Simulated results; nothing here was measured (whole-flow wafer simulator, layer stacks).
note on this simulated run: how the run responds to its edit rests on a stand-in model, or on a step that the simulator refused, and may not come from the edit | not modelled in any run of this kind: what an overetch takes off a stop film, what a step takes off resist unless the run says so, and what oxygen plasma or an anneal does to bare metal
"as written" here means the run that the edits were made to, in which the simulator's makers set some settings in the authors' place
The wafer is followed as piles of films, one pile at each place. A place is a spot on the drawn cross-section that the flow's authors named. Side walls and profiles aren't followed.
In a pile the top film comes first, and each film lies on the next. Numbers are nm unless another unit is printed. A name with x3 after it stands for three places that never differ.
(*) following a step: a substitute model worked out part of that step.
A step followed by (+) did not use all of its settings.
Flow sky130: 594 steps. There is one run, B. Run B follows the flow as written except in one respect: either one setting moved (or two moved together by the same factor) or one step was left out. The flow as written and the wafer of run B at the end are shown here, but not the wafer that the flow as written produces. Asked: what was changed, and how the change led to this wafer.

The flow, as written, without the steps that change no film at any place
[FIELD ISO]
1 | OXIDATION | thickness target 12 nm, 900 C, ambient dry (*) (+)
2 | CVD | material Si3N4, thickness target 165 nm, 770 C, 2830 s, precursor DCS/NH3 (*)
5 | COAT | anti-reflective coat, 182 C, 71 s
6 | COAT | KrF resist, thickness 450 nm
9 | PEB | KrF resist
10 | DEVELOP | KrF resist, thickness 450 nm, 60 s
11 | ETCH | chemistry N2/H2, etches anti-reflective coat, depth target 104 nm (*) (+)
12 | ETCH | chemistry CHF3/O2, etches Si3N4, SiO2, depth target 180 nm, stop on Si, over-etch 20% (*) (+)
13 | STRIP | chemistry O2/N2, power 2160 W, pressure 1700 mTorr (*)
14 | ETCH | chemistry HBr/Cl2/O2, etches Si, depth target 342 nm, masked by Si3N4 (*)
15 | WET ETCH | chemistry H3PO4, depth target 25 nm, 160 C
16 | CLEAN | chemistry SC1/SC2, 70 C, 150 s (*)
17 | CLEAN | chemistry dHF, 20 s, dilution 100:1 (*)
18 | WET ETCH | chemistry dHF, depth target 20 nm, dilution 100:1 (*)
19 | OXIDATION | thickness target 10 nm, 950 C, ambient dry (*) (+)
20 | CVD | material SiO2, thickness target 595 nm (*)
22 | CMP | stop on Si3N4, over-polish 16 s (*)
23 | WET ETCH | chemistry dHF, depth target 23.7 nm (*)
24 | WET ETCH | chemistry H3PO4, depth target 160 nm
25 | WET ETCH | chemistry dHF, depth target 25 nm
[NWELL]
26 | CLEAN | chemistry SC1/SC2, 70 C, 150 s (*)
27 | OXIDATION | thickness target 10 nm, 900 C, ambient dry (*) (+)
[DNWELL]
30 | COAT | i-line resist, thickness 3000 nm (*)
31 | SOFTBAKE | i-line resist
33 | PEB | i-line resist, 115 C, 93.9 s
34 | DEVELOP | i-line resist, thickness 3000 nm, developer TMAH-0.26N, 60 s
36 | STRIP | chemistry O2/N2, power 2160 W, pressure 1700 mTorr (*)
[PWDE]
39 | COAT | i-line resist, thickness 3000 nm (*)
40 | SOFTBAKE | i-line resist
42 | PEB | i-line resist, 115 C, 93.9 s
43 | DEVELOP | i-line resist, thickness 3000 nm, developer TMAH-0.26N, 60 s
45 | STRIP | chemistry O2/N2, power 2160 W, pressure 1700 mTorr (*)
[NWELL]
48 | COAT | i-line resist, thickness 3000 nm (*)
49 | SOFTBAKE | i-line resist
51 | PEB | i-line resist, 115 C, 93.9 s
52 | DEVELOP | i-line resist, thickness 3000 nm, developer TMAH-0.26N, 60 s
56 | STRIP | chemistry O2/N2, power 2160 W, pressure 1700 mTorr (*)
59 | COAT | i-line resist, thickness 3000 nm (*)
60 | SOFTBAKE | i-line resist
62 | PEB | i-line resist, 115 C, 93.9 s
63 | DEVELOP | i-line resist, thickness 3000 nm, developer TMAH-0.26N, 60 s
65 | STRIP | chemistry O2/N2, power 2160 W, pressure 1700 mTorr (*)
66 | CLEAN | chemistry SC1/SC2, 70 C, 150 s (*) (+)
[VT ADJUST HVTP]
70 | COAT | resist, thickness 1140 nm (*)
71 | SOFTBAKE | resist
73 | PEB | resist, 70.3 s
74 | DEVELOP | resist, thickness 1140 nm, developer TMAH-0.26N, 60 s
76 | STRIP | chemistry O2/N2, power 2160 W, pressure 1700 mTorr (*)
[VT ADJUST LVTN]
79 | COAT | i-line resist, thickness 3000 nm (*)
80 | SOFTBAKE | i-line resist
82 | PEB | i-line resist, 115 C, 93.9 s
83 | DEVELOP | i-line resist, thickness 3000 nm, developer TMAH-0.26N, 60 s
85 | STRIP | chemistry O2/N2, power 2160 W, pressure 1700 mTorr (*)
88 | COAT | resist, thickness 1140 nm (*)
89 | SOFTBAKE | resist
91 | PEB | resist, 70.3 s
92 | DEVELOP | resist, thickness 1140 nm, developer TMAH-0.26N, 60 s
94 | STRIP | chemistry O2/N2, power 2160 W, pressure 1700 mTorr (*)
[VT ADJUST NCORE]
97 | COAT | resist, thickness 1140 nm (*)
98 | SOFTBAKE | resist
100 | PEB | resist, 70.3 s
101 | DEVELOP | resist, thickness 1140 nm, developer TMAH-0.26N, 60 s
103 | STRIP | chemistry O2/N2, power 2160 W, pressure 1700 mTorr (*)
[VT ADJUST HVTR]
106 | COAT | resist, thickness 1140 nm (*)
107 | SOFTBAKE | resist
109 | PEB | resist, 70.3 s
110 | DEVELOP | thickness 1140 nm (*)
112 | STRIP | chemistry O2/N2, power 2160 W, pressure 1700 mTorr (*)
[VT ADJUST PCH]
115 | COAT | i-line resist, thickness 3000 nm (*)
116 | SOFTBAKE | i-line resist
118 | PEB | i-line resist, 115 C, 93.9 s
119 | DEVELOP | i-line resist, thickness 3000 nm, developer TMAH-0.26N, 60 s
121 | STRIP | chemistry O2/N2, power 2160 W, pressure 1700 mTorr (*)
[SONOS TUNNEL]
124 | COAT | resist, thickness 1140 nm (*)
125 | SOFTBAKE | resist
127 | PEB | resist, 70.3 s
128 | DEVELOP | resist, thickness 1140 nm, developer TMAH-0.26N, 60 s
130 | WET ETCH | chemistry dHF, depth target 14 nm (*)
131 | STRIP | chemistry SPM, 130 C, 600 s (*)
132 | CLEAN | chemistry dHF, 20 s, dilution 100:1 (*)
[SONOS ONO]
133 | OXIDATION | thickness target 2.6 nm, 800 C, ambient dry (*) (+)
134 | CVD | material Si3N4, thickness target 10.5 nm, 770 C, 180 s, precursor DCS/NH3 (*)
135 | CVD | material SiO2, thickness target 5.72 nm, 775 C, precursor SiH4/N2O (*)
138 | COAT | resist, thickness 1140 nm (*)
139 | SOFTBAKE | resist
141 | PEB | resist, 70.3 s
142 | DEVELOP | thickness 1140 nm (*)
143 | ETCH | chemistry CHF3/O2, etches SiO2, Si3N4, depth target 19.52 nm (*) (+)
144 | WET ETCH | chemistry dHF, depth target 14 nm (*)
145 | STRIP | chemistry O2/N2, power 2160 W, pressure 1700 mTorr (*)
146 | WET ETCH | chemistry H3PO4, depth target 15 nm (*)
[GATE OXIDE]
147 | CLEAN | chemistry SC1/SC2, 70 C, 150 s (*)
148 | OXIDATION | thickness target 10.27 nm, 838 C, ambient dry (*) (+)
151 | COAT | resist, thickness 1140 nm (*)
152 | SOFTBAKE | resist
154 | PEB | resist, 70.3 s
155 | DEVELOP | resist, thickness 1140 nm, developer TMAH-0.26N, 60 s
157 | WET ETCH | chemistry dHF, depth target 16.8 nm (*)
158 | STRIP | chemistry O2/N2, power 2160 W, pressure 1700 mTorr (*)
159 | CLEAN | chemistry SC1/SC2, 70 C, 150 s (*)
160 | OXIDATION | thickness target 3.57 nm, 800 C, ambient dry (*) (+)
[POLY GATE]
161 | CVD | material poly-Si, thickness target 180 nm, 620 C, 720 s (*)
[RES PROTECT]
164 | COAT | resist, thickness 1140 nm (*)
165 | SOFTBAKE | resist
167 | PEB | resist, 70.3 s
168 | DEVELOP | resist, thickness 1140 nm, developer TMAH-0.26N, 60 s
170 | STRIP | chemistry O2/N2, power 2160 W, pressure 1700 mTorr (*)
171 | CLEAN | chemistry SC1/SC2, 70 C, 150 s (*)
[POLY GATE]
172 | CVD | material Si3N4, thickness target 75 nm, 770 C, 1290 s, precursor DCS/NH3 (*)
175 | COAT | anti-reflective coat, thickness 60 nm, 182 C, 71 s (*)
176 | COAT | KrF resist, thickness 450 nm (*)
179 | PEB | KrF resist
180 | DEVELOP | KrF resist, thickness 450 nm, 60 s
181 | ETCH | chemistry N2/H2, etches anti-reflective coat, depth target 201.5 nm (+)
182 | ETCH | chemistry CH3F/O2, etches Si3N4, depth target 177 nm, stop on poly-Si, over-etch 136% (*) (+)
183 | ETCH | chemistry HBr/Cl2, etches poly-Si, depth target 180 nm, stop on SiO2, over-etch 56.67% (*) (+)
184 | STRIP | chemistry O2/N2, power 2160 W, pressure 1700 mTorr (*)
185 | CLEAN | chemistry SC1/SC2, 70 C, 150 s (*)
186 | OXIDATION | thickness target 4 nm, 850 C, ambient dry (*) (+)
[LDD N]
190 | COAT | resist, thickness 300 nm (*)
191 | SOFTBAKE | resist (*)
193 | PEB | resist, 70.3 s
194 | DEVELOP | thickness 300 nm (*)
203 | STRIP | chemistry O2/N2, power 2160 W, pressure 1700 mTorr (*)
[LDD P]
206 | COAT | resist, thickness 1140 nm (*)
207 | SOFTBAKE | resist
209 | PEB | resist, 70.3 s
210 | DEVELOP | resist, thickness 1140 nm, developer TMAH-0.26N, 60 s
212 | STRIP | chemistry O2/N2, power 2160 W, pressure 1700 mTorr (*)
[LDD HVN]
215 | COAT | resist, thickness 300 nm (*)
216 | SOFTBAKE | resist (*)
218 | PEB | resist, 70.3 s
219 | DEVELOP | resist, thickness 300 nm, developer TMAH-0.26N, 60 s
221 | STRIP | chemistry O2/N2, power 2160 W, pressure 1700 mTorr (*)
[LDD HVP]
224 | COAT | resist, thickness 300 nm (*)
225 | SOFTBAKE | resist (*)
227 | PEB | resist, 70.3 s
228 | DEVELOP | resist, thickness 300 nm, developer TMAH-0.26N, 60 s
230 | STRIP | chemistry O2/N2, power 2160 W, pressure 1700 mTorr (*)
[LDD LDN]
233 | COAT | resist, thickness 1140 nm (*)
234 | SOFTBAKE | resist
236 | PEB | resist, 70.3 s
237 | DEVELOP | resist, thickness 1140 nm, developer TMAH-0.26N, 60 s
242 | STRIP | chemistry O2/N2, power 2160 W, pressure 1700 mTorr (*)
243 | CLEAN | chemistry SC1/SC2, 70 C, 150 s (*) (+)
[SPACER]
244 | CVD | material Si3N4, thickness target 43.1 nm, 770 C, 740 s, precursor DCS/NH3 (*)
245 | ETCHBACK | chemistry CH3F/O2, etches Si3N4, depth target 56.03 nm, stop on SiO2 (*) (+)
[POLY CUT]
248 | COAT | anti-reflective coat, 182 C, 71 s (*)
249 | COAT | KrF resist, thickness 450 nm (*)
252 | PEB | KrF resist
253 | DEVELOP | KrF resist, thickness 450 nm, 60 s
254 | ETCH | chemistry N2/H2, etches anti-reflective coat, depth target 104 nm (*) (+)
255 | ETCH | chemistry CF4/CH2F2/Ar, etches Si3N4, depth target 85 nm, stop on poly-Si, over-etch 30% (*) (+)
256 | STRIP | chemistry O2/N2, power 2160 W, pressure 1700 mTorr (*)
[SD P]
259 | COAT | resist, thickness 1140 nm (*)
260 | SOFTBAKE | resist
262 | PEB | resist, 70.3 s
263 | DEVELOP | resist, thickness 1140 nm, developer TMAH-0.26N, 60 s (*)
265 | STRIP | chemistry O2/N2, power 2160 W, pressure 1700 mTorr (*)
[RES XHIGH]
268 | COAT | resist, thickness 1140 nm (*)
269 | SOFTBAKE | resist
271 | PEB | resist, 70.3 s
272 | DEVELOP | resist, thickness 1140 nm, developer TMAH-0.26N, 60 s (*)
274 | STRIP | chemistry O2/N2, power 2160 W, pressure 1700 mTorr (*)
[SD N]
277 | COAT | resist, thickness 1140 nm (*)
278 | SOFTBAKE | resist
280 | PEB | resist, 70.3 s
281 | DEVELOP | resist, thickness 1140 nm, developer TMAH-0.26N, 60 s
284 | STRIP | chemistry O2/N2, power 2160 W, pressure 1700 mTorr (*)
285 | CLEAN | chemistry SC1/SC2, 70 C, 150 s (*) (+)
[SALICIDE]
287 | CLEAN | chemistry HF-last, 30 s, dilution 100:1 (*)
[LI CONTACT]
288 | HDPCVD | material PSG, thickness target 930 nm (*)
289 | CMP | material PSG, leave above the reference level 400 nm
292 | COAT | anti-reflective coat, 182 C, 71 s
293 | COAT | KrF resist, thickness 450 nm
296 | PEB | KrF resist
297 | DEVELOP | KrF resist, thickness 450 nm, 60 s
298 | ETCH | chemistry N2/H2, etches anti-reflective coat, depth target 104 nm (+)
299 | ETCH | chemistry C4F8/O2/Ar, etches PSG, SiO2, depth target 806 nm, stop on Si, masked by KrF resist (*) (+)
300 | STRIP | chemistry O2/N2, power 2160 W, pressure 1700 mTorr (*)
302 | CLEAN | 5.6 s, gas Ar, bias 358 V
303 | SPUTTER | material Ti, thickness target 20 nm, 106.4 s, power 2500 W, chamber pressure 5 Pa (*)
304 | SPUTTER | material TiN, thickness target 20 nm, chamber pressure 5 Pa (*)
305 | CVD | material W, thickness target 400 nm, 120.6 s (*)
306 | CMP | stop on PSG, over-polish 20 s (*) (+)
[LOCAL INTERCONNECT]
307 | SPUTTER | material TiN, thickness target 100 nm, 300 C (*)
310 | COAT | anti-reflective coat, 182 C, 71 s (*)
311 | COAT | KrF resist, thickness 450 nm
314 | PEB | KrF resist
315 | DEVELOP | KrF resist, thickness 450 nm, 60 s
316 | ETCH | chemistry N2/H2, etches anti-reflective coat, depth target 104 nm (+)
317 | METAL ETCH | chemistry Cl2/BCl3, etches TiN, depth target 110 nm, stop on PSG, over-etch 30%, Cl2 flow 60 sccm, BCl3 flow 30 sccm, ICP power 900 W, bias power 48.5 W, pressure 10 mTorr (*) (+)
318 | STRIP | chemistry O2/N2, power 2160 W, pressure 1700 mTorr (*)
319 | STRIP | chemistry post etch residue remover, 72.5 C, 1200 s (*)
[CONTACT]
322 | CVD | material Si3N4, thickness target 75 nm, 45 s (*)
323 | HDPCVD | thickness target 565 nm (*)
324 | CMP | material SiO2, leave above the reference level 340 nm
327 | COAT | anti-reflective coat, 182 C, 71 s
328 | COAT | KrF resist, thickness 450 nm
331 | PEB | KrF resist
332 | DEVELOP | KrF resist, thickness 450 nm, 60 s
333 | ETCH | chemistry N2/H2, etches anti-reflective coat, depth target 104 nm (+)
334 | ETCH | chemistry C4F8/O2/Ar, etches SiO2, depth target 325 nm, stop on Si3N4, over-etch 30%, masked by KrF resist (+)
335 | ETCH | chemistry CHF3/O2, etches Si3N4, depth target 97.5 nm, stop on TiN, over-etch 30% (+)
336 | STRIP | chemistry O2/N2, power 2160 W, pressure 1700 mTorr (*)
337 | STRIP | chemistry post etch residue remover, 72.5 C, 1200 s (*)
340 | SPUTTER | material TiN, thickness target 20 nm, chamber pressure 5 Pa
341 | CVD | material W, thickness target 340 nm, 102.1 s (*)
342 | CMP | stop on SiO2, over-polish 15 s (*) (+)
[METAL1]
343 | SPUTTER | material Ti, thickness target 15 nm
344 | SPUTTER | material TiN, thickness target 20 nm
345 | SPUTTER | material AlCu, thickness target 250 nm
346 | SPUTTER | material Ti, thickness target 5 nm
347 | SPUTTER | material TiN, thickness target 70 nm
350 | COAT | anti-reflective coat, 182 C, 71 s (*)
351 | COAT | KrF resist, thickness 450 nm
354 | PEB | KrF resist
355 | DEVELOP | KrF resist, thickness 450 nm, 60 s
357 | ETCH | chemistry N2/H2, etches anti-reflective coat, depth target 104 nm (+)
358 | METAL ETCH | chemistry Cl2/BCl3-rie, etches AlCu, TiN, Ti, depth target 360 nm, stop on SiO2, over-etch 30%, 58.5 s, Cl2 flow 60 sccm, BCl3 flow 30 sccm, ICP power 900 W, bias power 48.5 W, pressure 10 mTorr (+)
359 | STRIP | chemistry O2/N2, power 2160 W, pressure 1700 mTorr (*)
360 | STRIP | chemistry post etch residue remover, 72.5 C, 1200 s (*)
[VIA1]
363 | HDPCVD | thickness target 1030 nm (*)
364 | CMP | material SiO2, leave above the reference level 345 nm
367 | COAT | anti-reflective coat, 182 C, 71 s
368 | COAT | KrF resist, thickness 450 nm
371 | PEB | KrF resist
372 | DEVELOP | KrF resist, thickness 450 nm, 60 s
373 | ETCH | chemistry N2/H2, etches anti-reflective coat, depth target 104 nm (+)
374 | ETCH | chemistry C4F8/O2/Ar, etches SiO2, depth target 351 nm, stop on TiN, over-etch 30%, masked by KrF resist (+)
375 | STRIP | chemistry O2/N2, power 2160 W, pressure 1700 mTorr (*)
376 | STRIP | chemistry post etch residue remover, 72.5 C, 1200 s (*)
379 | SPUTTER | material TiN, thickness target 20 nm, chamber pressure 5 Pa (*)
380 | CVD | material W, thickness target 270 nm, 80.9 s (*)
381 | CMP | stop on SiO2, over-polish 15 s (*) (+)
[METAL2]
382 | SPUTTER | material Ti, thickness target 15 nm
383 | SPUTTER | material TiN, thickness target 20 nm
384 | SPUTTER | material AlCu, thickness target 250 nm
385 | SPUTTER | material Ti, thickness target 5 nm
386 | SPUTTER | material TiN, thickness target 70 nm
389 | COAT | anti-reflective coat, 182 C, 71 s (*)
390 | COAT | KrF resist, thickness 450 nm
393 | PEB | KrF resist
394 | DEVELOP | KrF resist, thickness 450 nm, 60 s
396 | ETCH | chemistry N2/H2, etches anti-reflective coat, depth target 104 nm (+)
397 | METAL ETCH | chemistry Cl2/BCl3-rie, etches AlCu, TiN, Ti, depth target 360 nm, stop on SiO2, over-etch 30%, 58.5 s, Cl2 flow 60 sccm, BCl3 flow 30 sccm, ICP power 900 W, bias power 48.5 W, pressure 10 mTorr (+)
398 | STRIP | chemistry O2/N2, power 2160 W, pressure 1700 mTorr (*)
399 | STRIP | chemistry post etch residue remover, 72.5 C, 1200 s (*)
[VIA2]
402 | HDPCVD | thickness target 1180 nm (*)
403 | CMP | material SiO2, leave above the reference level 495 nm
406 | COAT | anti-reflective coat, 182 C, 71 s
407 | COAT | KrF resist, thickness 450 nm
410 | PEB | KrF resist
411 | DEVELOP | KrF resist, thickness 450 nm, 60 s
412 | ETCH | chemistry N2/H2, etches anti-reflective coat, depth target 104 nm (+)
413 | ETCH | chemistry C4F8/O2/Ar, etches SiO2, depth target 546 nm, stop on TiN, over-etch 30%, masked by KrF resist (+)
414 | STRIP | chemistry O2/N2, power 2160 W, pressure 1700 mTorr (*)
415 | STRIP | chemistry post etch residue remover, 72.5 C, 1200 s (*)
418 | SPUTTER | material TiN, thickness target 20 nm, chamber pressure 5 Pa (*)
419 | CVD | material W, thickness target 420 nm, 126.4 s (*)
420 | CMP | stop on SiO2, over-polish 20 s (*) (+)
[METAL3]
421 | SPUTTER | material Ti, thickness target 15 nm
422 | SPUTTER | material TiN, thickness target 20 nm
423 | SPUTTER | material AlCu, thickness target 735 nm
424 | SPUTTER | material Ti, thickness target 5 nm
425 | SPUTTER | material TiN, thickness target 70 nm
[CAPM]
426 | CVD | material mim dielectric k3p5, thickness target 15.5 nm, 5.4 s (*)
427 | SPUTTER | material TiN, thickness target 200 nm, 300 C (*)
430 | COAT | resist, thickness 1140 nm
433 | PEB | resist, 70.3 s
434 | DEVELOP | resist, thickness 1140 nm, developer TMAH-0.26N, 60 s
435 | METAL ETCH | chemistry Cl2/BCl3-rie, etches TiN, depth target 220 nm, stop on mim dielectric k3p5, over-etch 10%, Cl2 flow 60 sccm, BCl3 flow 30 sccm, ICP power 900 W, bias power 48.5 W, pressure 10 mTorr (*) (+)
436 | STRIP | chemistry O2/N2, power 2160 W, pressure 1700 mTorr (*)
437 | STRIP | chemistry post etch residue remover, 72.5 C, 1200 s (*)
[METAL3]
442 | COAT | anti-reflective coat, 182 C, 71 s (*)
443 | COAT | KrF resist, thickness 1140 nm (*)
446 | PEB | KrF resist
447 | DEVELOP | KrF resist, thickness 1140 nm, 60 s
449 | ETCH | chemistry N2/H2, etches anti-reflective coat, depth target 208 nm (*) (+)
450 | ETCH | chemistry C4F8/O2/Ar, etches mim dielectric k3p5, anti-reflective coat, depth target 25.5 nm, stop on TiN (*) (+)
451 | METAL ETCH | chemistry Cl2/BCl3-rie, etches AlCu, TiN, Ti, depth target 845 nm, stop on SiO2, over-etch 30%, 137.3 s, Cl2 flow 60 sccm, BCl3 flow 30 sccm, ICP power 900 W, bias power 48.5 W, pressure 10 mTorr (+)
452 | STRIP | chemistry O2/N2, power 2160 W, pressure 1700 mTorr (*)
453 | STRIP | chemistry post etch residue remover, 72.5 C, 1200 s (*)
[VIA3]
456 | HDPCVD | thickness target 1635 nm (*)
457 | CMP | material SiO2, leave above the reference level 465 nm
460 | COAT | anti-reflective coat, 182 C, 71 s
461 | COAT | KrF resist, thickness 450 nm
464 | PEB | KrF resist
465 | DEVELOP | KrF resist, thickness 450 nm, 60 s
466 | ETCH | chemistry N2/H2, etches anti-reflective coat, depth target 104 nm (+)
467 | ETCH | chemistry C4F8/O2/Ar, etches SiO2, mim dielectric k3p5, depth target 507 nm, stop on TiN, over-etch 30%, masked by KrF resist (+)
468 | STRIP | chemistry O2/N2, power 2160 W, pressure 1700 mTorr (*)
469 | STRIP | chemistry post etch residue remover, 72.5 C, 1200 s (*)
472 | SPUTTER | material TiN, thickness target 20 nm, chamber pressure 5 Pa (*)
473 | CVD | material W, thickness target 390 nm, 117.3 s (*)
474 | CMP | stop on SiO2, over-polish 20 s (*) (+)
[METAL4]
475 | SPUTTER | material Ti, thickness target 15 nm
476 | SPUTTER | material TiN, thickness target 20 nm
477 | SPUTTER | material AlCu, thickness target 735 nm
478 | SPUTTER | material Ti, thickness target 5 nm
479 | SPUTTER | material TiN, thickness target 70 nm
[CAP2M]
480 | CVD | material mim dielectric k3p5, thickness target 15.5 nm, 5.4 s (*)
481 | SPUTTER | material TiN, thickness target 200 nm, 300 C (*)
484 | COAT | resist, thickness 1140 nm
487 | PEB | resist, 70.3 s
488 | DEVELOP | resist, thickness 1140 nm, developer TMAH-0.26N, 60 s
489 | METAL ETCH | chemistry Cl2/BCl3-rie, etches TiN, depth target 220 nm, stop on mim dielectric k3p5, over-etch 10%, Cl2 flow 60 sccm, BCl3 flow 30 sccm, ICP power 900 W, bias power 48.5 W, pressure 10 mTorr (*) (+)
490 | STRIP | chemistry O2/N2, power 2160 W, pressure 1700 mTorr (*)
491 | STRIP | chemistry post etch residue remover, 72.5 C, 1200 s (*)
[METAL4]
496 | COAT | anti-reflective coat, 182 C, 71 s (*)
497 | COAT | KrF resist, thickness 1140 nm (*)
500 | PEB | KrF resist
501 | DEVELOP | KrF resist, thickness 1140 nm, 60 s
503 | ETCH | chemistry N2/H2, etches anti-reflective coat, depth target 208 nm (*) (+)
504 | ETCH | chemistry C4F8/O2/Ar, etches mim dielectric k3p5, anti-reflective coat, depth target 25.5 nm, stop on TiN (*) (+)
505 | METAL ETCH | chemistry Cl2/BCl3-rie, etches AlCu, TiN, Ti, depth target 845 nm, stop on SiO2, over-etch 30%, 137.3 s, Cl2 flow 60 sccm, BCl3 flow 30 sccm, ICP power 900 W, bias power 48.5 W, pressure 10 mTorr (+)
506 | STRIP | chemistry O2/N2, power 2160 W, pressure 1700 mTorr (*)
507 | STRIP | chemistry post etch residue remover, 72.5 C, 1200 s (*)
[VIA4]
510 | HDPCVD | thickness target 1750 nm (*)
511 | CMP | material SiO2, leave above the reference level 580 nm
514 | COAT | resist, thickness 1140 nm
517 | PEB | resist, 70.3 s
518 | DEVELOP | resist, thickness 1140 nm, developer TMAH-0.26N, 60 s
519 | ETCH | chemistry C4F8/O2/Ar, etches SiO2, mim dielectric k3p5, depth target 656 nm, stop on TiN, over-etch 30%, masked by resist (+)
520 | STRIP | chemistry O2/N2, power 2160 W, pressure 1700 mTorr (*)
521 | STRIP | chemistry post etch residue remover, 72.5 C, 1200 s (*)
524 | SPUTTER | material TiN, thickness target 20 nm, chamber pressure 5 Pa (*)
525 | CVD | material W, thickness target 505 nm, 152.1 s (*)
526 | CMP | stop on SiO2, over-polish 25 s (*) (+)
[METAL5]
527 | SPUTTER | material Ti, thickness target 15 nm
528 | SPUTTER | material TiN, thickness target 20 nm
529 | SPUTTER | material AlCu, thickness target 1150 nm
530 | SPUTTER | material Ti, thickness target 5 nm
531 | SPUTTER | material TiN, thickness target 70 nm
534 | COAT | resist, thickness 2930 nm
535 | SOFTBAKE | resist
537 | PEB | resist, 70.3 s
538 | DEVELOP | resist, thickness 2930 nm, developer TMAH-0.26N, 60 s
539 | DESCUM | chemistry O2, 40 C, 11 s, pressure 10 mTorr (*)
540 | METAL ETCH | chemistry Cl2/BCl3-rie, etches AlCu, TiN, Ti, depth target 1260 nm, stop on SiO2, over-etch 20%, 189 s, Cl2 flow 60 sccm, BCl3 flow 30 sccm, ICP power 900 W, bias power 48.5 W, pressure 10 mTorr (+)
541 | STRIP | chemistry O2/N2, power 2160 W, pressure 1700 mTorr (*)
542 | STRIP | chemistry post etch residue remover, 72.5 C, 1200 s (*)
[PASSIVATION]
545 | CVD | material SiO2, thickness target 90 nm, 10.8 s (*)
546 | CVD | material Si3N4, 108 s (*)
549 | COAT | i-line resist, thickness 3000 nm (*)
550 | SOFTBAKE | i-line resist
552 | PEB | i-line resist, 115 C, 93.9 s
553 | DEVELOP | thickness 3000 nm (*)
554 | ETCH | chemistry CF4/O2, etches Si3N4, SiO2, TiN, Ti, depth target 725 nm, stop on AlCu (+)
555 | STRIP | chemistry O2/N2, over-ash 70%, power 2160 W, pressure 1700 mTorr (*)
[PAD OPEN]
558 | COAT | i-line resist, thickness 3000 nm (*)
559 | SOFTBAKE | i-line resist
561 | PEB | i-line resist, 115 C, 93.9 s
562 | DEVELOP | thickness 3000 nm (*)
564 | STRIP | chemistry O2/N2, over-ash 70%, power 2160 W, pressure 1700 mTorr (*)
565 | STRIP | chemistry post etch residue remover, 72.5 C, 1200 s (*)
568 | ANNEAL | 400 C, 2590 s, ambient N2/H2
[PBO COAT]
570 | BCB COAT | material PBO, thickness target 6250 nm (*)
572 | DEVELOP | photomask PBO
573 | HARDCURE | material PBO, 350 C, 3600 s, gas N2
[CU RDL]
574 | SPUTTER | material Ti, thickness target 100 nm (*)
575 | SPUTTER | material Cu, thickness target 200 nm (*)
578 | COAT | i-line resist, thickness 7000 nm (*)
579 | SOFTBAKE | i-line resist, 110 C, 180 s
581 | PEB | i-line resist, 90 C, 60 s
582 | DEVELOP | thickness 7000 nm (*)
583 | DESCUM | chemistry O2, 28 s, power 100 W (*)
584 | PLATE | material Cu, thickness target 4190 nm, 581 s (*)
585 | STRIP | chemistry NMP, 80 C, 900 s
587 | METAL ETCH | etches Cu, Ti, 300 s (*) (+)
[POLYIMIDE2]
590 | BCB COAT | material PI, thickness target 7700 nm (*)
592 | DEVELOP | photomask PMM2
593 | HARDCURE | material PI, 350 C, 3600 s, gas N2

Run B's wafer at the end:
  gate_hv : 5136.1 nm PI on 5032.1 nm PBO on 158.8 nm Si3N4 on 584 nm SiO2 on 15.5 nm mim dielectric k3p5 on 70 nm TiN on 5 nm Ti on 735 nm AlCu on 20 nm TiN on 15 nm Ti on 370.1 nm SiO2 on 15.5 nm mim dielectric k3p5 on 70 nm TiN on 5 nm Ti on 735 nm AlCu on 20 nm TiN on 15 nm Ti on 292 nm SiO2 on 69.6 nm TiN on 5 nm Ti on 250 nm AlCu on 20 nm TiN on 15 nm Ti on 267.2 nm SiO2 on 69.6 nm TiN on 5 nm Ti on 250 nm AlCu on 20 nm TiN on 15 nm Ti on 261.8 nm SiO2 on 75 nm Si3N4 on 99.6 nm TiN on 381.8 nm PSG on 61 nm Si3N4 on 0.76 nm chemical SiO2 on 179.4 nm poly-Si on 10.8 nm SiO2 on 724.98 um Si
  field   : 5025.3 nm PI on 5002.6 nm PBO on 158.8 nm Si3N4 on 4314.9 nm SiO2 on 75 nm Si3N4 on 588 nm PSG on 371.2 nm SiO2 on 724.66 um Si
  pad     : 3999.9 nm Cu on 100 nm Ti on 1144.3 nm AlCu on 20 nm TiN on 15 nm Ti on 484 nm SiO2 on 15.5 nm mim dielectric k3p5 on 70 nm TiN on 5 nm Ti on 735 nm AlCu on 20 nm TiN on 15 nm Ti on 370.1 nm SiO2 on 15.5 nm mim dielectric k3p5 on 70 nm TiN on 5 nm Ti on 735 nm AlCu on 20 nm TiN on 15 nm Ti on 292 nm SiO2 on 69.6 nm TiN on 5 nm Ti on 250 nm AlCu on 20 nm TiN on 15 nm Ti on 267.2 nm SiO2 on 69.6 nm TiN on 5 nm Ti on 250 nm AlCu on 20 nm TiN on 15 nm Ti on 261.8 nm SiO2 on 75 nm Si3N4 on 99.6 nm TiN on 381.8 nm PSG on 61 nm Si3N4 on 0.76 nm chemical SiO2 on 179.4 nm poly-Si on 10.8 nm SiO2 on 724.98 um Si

The reason: step 403, CMP: leave above the reference level 371 nm was run, though the flow has leave above the reference level 495 nm.

How this came from the change, step by step:
  403 | CMP | material SiO2, leave above the reference level 495 nm
      n_well, p_well, gate_hv and 101 more: -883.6 SiO2 (as written it would have been: -759.6 SiO2)
      field, active, gate and 82 more: -513.1 SiO2 (as written it would have been: -389.1 SiO2)
      (also at 2 further places)
  413 | ETCH | chemistry C4F8/O2/Ar, etches SiO2, depth target 546 nm, stop on TiN, over-etch 30%, masked by KrF resist (+)
      field, active, n_well and 186 more: -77 KrF resist (as written it would have been: -109.2 KrF resist)
      m1: -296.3 SiO2 (all of it) (as written it would have been: -420.3 SiO2 (all of it))
      (also at 1 further place)
  414 | STRIP | chemistry O2/N2, power 2160 W, pressure 1700 mTorr (*)
      field, active, n_well and 186 more: -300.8 KrF resist (all of it), -80 anti-reflective coat (all of it) (as written it would have been: -268.6 KrF resist (all of it), -80 anti-reflective coat (all of it))
  418 | SPUTTER | material TiN, thickness target 20 nm, chamber pressure 5 Pa (*)
      m1, via2_hole: +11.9 TiN (as written it would have been: +10.2 TiN)
  419 | CVD | material W, thickness target 420 nm, 126.4 s (*)
      m1: +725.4 W (new film) (as written it would have been: +851.1 W (new film))
      via2_hole: +724.9 W (new film) (as written it would have been: +850.7 W (new film))
